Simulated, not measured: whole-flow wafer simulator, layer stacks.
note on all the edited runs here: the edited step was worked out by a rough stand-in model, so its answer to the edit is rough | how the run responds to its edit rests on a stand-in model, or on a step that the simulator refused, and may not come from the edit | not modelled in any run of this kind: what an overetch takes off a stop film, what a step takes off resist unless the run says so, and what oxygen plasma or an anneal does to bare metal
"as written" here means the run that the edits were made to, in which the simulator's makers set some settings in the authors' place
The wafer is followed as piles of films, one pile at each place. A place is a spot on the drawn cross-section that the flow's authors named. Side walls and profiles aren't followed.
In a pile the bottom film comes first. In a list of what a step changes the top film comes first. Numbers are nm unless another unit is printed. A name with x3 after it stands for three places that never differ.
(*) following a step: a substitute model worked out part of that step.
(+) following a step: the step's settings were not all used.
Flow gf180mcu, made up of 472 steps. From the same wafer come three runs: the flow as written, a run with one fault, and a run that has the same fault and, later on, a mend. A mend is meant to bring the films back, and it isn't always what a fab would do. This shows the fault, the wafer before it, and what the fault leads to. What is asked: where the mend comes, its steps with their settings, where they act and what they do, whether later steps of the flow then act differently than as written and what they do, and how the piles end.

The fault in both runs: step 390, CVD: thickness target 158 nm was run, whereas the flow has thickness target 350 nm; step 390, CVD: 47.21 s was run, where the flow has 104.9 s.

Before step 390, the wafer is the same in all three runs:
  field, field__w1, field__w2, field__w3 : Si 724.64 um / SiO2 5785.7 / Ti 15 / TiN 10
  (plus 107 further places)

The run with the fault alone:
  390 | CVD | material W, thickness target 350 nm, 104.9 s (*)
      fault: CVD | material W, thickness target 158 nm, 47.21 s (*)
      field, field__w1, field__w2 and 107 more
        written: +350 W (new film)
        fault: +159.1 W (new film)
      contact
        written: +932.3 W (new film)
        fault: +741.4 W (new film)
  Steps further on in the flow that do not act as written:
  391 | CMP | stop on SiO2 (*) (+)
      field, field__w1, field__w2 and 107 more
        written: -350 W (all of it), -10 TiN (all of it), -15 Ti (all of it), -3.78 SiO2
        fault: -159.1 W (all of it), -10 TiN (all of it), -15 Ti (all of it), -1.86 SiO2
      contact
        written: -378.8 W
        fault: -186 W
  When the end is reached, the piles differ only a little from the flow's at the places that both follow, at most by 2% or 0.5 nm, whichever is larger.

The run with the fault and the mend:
  The mend follows step 390.
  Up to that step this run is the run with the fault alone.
  390a | CVD | material W, thickness target 192 nm, 57.55 s (a further turn of the flow's step 390, with different settings)
      field, field__w1, field__w2 and 108 more
        +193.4 W
  Later steps of the flow that are run all act as written at every place that is followed, up to a difference of at most 2% or 0.5 nm, whichever is larger.
  When the end is reached, the piles differ only a little from the flow's at the places that both follow, at most by 2% or 0.5 nm, whichever is larger.
